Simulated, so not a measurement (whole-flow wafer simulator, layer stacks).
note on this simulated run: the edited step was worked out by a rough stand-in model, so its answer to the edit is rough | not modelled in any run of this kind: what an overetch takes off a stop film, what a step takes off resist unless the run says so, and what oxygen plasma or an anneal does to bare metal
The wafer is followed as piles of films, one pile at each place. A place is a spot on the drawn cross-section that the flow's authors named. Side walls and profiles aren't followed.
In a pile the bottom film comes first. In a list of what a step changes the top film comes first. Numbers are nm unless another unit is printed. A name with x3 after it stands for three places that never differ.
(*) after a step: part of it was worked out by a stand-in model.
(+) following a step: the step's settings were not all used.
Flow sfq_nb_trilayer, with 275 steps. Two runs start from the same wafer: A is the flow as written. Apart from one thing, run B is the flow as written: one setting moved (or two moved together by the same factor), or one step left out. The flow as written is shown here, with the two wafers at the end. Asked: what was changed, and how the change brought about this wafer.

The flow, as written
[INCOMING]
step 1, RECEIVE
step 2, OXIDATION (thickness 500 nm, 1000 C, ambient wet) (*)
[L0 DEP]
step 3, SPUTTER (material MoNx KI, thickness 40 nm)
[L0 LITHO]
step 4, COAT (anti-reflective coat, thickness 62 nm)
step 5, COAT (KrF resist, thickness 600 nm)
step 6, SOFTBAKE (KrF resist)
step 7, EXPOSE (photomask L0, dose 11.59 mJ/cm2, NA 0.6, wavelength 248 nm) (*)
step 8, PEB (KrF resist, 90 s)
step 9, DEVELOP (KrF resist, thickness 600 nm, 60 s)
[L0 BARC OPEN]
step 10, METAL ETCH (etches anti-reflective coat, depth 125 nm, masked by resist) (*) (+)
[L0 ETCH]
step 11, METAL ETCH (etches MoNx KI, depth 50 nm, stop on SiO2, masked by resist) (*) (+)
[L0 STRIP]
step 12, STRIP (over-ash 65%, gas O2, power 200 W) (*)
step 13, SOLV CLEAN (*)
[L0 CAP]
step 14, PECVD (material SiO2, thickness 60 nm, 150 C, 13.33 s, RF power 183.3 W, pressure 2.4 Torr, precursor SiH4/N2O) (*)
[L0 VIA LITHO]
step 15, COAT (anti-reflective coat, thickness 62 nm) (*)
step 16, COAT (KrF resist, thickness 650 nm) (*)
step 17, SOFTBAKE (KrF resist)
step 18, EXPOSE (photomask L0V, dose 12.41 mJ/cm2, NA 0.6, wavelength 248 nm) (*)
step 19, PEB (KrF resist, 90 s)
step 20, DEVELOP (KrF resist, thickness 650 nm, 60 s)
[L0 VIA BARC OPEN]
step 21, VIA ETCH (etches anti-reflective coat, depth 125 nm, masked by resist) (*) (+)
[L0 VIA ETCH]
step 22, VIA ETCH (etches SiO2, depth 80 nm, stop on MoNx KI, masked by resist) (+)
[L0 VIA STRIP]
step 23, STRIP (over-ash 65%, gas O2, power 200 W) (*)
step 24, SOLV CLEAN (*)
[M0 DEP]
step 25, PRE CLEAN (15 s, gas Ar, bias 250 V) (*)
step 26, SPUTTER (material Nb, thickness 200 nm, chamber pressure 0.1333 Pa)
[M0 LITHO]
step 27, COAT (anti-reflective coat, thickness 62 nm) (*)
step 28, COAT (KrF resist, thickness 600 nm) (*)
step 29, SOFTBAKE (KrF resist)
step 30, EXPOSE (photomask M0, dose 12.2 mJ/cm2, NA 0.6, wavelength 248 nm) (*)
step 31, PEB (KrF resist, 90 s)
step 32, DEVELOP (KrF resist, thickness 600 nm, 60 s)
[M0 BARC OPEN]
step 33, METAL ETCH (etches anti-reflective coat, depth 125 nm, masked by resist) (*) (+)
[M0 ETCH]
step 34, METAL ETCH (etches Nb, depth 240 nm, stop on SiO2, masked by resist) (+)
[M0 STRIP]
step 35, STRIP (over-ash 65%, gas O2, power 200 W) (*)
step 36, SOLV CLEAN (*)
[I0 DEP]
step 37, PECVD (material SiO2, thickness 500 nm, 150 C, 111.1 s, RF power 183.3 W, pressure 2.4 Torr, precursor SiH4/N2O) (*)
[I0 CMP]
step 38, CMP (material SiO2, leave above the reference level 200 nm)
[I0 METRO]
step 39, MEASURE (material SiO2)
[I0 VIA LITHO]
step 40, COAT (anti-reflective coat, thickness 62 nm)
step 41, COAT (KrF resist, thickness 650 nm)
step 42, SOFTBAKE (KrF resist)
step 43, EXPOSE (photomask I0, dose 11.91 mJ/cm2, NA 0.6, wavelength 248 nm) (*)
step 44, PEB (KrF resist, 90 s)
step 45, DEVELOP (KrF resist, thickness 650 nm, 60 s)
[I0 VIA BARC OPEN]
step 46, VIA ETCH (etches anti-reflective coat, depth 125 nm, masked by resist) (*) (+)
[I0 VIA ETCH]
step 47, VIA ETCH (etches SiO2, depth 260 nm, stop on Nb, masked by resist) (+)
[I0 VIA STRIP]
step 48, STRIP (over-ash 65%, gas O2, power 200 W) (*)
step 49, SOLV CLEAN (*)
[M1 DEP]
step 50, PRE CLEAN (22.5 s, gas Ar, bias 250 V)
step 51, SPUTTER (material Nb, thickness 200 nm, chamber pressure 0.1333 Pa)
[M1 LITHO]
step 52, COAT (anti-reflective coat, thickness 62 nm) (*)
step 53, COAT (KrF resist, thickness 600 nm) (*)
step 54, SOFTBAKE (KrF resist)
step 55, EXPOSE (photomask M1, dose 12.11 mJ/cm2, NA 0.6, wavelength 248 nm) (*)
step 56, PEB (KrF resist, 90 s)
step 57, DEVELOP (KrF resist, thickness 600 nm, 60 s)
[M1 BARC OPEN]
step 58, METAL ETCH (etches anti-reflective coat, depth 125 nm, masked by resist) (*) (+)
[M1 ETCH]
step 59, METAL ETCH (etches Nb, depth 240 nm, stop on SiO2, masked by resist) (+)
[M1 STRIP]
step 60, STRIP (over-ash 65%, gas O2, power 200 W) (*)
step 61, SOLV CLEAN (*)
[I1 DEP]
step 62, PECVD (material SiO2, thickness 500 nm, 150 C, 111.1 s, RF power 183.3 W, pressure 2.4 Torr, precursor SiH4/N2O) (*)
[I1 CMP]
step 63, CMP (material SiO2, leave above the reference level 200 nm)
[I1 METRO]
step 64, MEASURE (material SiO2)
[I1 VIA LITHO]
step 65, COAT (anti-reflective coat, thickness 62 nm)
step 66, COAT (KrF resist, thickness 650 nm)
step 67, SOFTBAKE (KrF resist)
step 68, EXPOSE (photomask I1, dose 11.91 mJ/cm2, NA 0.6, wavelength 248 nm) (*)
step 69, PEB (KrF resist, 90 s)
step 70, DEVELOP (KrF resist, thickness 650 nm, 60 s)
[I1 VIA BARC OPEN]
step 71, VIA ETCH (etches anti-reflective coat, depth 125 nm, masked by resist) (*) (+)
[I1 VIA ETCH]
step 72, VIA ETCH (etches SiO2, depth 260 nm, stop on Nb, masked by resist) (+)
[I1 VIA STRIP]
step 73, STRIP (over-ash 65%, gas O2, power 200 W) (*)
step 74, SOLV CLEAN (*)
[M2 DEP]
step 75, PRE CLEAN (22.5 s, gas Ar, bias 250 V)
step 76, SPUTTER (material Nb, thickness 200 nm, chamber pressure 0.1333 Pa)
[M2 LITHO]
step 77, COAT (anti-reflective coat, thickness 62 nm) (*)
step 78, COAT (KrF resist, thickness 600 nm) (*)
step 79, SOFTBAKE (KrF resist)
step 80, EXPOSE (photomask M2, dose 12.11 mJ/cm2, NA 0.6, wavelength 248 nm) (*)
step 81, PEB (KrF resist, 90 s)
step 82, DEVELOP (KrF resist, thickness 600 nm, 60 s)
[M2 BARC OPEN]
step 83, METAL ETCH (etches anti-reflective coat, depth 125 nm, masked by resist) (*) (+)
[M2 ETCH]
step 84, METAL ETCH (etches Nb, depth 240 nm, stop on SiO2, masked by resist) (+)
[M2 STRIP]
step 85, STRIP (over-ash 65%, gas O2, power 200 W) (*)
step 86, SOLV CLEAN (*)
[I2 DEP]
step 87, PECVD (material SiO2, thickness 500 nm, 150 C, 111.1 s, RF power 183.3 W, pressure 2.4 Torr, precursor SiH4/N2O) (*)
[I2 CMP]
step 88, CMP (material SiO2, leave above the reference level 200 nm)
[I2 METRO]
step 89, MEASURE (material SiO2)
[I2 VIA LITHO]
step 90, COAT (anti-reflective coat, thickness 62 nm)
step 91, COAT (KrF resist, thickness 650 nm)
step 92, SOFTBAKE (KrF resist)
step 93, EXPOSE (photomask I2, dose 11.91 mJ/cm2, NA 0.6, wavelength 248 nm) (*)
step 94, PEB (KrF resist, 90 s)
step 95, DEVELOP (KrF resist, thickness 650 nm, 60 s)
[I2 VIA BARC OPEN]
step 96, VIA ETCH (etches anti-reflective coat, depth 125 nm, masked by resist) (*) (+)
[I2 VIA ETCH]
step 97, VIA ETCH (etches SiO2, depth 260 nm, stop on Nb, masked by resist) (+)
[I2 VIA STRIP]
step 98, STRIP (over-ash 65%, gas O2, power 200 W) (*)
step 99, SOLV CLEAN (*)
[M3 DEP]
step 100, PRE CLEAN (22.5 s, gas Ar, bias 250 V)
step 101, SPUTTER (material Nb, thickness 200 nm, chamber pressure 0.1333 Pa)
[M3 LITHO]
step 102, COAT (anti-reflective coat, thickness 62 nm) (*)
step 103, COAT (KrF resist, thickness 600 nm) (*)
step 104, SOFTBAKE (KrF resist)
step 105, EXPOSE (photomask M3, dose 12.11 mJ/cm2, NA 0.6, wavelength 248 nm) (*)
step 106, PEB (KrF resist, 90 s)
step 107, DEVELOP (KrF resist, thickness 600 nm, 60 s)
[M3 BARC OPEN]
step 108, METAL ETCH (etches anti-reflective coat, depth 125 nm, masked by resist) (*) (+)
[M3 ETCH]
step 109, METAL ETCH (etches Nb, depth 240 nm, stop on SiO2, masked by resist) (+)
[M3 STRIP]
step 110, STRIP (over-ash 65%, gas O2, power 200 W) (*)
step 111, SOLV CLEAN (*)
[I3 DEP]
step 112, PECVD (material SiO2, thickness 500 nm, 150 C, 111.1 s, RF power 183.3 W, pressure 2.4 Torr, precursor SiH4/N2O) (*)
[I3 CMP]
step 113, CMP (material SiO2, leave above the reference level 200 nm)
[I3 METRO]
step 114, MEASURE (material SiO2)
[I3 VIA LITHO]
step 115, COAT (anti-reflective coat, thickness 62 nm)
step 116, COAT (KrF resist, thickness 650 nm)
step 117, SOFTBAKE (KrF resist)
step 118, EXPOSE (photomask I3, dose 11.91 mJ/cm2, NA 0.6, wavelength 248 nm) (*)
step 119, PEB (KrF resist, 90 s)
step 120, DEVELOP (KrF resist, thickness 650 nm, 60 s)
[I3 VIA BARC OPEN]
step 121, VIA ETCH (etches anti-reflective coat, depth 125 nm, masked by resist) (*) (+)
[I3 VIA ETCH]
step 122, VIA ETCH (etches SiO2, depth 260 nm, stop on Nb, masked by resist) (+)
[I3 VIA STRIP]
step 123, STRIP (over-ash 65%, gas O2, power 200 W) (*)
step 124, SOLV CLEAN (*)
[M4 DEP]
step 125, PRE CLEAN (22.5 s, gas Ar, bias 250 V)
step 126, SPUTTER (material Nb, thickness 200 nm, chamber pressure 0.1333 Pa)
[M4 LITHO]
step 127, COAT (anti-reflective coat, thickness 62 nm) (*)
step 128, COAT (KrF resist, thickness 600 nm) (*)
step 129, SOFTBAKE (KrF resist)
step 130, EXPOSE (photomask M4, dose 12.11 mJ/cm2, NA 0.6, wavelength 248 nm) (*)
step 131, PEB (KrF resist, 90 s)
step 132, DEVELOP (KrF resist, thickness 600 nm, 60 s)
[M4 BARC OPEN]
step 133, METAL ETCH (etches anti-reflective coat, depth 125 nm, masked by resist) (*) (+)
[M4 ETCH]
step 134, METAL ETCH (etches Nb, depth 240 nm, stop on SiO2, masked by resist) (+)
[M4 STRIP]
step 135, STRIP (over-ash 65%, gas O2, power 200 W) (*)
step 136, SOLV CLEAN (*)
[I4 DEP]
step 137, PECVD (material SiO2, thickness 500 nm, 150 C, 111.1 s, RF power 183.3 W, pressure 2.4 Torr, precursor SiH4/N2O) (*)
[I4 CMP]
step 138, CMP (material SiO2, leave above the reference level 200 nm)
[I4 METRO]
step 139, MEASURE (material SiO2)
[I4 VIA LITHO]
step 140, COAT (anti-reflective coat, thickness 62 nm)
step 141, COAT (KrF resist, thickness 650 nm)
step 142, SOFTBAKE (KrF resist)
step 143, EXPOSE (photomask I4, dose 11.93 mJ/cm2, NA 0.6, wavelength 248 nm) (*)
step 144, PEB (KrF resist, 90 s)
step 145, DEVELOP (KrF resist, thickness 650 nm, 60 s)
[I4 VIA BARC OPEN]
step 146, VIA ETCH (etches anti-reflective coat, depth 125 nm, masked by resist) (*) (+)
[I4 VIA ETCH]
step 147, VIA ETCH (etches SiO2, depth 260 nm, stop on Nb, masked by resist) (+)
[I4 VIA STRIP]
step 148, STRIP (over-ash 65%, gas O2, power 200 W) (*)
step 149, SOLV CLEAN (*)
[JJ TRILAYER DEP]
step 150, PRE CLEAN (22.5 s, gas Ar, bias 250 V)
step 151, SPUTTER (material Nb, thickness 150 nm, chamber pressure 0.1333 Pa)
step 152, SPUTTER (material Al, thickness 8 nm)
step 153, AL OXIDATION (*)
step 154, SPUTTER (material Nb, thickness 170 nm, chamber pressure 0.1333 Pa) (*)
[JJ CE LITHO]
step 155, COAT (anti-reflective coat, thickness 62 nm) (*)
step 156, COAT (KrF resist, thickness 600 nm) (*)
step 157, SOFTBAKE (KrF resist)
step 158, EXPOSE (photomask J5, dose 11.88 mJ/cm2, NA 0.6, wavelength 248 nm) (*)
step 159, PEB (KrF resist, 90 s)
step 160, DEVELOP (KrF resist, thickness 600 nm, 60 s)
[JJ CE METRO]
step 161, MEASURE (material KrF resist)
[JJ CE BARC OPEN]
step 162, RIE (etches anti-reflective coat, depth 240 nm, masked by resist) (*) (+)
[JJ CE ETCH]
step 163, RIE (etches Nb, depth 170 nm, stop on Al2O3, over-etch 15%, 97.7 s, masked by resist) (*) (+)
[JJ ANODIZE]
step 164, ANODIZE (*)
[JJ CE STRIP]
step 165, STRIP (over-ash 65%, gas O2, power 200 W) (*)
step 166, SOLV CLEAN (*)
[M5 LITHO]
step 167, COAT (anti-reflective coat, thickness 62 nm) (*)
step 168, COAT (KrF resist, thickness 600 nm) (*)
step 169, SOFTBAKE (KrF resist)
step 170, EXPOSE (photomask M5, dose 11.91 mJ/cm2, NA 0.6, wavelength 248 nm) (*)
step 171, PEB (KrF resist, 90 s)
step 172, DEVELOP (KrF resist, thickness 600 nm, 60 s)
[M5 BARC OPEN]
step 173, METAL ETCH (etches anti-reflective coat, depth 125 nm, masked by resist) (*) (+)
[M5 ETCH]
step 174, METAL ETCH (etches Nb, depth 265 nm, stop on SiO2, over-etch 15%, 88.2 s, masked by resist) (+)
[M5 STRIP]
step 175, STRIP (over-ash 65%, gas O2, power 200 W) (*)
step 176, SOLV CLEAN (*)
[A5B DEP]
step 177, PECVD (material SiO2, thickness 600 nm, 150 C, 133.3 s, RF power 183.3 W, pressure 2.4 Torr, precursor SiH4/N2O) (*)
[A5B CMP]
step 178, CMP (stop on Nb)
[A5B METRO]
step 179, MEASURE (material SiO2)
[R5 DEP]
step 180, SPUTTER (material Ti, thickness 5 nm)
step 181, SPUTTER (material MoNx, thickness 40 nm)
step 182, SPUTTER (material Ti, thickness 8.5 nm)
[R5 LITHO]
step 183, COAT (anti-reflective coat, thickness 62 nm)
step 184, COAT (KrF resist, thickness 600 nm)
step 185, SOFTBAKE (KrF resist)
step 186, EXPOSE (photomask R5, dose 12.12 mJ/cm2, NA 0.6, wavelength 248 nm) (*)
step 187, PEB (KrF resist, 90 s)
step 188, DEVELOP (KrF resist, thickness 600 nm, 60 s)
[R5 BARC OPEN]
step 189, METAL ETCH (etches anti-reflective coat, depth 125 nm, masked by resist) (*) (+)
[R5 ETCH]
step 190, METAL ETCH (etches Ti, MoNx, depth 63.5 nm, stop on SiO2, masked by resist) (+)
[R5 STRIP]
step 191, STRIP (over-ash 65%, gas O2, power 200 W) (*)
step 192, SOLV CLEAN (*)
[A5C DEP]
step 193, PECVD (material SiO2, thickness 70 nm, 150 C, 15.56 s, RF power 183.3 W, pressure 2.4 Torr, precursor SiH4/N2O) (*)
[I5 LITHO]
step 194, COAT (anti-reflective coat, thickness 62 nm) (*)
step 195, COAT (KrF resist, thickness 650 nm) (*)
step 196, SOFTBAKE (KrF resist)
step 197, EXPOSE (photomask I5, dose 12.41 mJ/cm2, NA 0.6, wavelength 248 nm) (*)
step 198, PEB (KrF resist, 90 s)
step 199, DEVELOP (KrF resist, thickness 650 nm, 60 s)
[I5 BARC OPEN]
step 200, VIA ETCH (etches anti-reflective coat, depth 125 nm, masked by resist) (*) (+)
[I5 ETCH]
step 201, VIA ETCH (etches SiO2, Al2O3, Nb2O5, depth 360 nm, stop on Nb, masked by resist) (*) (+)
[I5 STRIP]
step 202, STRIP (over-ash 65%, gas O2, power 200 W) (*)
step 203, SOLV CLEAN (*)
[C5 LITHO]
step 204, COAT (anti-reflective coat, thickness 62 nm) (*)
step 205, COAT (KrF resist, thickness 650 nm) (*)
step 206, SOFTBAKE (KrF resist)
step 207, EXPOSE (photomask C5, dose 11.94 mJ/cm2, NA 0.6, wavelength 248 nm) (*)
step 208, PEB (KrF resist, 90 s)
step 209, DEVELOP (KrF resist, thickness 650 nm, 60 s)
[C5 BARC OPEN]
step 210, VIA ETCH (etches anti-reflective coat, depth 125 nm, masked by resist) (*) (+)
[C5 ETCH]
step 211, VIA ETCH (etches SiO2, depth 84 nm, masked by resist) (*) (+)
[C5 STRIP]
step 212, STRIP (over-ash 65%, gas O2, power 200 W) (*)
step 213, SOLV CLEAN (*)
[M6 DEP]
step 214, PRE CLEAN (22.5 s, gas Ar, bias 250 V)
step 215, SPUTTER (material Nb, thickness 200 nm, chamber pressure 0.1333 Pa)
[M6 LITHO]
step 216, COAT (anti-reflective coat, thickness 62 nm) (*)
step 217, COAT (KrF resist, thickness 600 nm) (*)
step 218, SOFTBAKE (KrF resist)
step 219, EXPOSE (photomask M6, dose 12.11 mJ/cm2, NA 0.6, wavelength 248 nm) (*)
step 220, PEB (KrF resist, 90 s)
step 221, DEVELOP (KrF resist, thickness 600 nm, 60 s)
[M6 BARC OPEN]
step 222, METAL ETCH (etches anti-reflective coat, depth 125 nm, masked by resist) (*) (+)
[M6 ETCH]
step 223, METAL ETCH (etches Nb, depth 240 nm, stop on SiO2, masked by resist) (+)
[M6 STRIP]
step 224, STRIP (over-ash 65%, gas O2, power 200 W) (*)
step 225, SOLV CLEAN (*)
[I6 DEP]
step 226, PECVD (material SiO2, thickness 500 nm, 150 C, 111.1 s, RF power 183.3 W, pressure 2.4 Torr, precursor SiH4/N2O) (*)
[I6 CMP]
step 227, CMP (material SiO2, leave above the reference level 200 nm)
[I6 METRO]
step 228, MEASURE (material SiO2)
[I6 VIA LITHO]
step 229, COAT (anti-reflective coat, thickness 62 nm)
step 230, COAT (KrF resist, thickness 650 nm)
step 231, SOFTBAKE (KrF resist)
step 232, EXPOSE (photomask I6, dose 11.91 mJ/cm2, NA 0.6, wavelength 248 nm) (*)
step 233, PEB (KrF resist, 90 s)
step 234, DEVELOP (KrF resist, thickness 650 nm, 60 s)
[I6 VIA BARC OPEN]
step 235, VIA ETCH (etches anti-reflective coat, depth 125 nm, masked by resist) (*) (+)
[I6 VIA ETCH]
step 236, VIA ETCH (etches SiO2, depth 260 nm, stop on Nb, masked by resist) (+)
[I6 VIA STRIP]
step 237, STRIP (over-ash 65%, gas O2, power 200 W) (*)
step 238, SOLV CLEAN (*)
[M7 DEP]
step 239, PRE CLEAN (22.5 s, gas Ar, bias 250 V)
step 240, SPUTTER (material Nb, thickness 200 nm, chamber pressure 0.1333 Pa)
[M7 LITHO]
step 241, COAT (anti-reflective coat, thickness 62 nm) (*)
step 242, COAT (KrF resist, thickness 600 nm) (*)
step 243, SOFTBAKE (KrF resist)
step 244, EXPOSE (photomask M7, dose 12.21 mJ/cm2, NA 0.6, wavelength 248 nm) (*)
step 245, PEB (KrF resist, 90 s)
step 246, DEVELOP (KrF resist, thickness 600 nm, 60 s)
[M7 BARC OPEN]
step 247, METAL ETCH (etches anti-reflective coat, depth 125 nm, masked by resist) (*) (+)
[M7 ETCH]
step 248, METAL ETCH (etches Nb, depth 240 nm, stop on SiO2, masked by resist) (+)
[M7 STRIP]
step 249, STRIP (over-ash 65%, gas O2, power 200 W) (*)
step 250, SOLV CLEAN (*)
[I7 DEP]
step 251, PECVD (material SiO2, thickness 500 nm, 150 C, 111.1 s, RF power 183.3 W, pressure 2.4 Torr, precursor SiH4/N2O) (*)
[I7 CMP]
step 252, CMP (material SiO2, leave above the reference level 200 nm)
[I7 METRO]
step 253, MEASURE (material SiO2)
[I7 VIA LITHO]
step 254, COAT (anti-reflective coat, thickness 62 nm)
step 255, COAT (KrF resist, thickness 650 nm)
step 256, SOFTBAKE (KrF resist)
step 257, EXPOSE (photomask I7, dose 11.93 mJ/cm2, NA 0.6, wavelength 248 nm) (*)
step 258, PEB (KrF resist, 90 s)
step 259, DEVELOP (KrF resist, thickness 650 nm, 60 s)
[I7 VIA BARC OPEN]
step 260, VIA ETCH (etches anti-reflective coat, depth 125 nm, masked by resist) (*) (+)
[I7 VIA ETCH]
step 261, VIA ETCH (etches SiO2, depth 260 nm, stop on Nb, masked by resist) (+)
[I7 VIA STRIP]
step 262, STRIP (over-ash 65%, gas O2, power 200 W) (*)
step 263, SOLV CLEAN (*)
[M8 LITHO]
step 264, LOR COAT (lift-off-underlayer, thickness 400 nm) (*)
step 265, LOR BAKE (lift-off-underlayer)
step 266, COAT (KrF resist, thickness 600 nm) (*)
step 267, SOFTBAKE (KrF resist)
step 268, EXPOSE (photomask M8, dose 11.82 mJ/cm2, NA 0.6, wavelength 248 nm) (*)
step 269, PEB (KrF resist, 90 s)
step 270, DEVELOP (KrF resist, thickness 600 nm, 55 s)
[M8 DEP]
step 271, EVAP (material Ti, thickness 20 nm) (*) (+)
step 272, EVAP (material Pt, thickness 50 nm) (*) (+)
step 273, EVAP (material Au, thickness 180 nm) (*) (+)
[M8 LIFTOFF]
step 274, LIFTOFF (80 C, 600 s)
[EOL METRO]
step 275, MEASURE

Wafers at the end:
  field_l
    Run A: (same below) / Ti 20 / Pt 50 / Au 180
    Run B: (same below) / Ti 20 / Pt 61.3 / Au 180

The reason: step 272, EVAP: thickness 61.3 nm was run, whereas the flow has thickness 50 nm.
One can read it off the wafer: field_l has Pt 61.3, and step 272 as written asks for 50 nm.

How this came from the change, step by step:
  step 272, EVAP (material Pt, thickness 50 nm) (*) (+)
      field_l, v_sur, via_wl and 103 more: A Pt gains 50 (new film) | B Pt gains 61.3 (new film)
  step 274, LIFTOFF (80 C, 600 s)
      p4_fl x3, p4_w1 x9, p4_g1 x2 and 60 more: A Au loses 180 (all of it), Pt loses 50 (all of it), Ti loses 20 (all of it), KrF resist loses 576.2 (all of it), lift-off-underlayer loses 400 (all of it) | B Au loses 180 (all of it), Pt loses 61.3 (all of it), Ti loses 20 (all of it), KrF resist loses 576.2 (all of it), lift-off-underlayer loses 400 (all of it)
      c5j, ce_r: A Au loses 180 (all of it), Pt loses 50 (all of it), Ti loses 20 (all of it), KrF resist loses 573.3 (all of it), lift-off-underlayer loses 399.3 (all of it) | B Au loses 180 (all of it), Pt loses 61.3 (all of it), Ti loses 20 (all of it), KrF resist loses 573.3 (all of it), lift-off-underlayer loses 399.3 (all of it)
      (as well as at 19 more places)
